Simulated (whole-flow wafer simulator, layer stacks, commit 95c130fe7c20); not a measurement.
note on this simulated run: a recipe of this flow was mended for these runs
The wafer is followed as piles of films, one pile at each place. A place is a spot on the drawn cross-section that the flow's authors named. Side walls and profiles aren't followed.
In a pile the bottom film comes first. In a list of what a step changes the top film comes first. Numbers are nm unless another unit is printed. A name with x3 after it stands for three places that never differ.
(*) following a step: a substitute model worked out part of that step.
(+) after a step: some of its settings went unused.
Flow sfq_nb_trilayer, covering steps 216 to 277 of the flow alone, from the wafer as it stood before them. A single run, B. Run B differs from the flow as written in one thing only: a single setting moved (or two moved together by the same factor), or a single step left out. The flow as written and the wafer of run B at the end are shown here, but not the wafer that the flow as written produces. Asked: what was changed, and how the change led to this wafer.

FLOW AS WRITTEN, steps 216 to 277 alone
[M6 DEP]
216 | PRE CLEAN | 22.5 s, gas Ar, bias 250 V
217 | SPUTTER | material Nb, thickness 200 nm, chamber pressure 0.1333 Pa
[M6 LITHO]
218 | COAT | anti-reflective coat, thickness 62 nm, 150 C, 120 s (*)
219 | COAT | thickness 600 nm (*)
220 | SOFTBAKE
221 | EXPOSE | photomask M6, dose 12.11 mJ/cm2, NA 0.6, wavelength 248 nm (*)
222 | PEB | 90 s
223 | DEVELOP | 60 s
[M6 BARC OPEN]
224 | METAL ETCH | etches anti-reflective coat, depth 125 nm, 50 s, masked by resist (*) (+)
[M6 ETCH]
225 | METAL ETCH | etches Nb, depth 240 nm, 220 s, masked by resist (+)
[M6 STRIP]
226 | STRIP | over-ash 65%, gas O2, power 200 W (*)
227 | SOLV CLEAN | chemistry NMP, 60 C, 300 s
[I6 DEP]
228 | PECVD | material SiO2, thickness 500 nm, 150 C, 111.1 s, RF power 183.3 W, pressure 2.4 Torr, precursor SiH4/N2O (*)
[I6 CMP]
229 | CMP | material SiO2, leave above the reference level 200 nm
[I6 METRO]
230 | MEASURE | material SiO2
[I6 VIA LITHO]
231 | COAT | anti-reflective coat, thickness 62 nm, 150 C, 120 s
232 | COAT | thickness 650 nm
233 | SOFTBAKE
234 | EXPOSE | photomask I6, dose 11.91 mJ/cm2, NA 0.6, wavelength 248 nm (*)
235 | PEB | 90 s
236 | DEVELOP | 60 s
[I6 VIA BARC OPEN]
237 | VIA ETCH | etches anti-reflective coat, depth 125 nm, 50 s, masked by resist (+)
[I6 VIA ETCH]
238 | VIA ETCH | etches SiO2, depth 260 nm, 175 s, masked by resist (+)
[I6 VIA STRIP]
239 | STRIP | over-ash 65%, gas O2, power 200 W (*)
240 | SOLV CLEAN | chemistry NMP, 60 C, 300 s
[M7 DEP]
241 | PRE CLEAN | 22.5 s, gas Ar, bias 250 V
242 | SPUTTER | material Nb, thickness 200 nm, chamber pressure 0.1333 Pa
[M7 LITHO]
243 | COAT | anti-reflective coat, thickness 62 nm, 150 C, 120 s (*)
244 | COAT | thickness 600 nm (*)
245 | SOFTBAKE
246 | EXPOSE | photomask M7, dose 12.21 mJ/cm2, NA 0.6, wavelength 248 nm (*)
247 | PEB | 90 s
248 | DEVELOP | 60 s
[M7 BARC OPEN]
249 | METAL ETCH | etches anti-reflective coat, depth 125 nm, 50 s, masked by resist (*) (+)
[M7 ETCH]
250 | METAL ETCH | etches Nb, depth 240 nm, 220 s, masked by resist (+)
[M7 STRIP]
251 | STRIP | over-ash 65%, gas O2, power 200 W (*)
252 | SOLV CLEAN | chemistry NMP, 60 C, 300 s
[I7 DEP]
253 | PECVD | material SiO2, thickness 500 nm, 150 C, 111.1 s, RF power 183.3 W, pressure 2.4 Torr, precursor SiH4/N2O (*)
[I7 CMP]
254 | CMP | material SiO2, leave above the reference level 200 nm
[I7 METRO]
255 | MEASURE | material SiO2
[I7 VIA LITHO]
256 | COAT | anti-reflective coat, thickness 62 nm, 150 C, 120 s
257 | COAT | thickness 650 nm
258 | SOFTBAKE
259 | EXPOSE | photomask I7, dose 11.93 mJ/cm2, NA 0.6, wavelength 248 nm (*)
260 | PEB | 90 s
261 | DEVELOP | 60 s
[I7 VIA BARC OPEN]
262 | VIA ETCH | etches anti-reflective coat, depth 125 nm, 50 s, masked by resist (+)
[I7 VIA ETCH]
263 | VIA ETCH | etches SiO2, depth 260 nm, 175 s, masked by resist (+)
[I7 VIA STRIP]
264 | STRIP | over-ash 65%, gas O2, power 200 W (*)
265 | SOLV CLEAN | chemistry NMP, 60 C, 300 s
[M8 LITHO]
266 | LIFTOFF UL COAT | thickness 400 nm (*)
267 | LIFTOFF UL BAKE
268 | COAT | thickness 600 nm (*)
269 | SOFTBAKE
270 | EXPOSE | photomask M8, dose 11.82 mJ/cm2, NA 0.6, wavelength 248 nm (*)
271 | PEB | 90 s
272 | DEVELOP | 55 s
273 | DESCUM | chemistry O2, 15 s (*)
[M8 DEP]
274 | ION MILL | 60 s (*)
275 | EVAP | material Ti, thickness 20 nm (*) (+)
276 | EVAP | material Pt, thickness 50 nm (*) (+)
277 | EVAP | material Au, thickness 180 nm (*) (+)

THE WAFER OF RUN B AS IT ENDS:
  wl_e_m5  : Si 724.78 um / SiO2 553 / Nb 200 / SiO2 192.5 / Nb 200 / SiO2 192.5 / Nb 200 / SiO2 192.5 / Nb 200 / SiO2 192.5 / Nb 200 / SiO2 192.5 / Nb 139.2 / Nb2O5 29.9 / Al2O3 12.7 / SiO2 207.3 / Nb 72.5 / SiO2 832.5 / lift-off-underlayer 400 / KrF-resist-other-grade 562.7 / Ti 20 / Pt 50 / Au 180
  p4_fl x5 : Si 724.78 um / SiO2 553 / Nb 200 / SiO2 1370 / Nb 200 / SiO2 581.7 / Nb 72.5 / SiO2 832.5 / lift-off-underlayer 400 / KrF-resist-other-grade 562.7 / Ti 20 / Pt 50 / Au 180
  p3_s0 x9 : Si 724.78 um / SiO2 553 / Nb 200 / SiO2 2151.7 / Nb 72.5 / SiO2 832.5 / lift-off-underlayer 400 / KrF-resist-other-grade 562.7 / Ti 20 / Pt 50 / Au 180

Cause: step 217, SPUTTER: thickness 312.5 nm was run, while the flow as written has thickness 200 nm.

The path from the change to this, step by step:
  217 | SPUTTER | material Nb, thickness 200 nm, chamber pressure 0.1333 Pa
      field_l, v_sur, via_wl and 100 more: Nb gains 312.5 (new film) (as written it would have been: Nb gains 200 (new film))
      be: Nb gains 225.6 (as written it would have been: Nb gains 145.8)
      (also at 2 further places)
  218 | COAT | anti-reflective coat, thickness 62 nm, 150 C, 120 s (*)
      r5r_line_l, r5r_line_c, r5r_line_r: anti-reflective coat gains 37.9 (new film) (as written it would have been: anti-reflective coat gains 37.1 (new film))
      wire: anti-reflective coat gains 35.5 (new film) (as written it would have been: anti-reflective coat gains 33.4 (new film))
      (also at 5 further places)
  219 | COAT | thickness 600 nm (*)
      be: KrF-resist-other-grade gains 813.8 (new film) (as written it would have been: KrF-resist-other-grade gains 795.2 (new film))
  224 | METAL ETCH | etches anti-reflective coat, depth 125 nm, 50 s, masked by resist (*) (+)
      r5r_line_l, r5r_line_c, r5r_line_r: anti-reflective coat loses 37.9 (all of it) (as written it would have been: anti-reflective coat loses 37.1 (all of it))
  225 | METAL ETCH | etches Nb, depth 240 nm, 220 s, masked by resist (+)
      field_l, gap, moat and 76 more: Nb loses 240 (as written it would have been: Nb loses 200 (all of it), SiO2 loses 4)
  226 | STRIP | over-ash 65%, gas O2, power 200 W (*)
      wire: KrF-resist-other-grade loses 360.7 (all of it), anti-reflective coat loses 35.5 (all of it) (as written it would have been: KrF-resist-other-grade loses 363.9 (all of it), anti-reflective coat loses 33.4 (all of it))
      be: KrF-resist-other-grade loses 577.9 (all of it), anti-reflective coat loses 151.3 (all of it) (as written it would have been: KrF-resist-other-grade loses 559.4 (all of it), anti-reflective coat loses 139.6 (all of it))
      (also at 4 further places)
  228 | PECVD | material SiO2, thickness 500 nm, 150 C, 111.1 s, RF power 183.3 W, pressure 2.4 Torr, precursor SiH4/N2O (*)
      field_l, p4_fl x5, p4_w1 x9 and 50 more: SiO2 gains 500 (new film) (as written it would have been: SiO2 gains 500)
      moat, field_r, lsp_l, ln_m5, lsp_m: SiO2 gains 492.3 (new film) (as written it would have been: SiO2 gains 493.5)
      (also at 10 further places)
  229 | CMP | material SiO2, leave above the reference level 200 nm
      field_l, p4_fl x5, p4_w1 x9 and 47 more: SiO2 loses 60 (as written it would have been: SiO2 loses 96)
      moat, field_r, lsp_l, ln_m5, lsp_m: SiO2 loses 52.3 (as written it would have been: SiO2 loses 89.5)
      (also at 9 further places)
Taking metal films that touch as one body, wl_e_m5 has 8 bodies (between them, from the top down: KrF-resist-other-grade 562.7 / lift-off-underlayer 400 / SiO2 832.5; SiO2 207.3 / Al2O3 12.7 / Nb2O5 29.9; SiO2 192.5; SiO2 192.5; SiO2 192.5; SiO2 192.5; SiO2 192.5); the flow as written gives 7 bodies (between them, from the top down: KrF-resist-other-grade 562.7 / lift-off-underlayer 400 / SiO2 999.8 / Al2O3 12.7 / Nb2O5 29.9; SiO2 192.5; SiO2 192.5; SiO2 192.5; SiO2 192.5; SiO2 192.5).
Taking metal films that touch as one body, p4_fl x5 has 4 bodies (between them, from the top down: KrF-resist-other-grade 562.7 / lift-off-underlayer 400 / SiO2 832.5; SiO2 581.7; SiO2 1370); the flow as written gives 3 bodies (between them, from the top down: KrF-resist-other-grade 562.7 / lift-off-underlayer 400 / SiO2 1374.2; SiO2 1370).
Taking metal films that touch as one body, p3_s0 x9 has 3 bodies (between them, from the top down: KrF-resist-other-grade 562.7 / lift-off-underlayer 400 / SiO2 832.5; SiO2 2151.7); the flow as written gives 2 bodies (between them, from the top down: KrF-resist-other-grade 562.7 / lift-off-underlayer 400 / SiO2 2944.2).
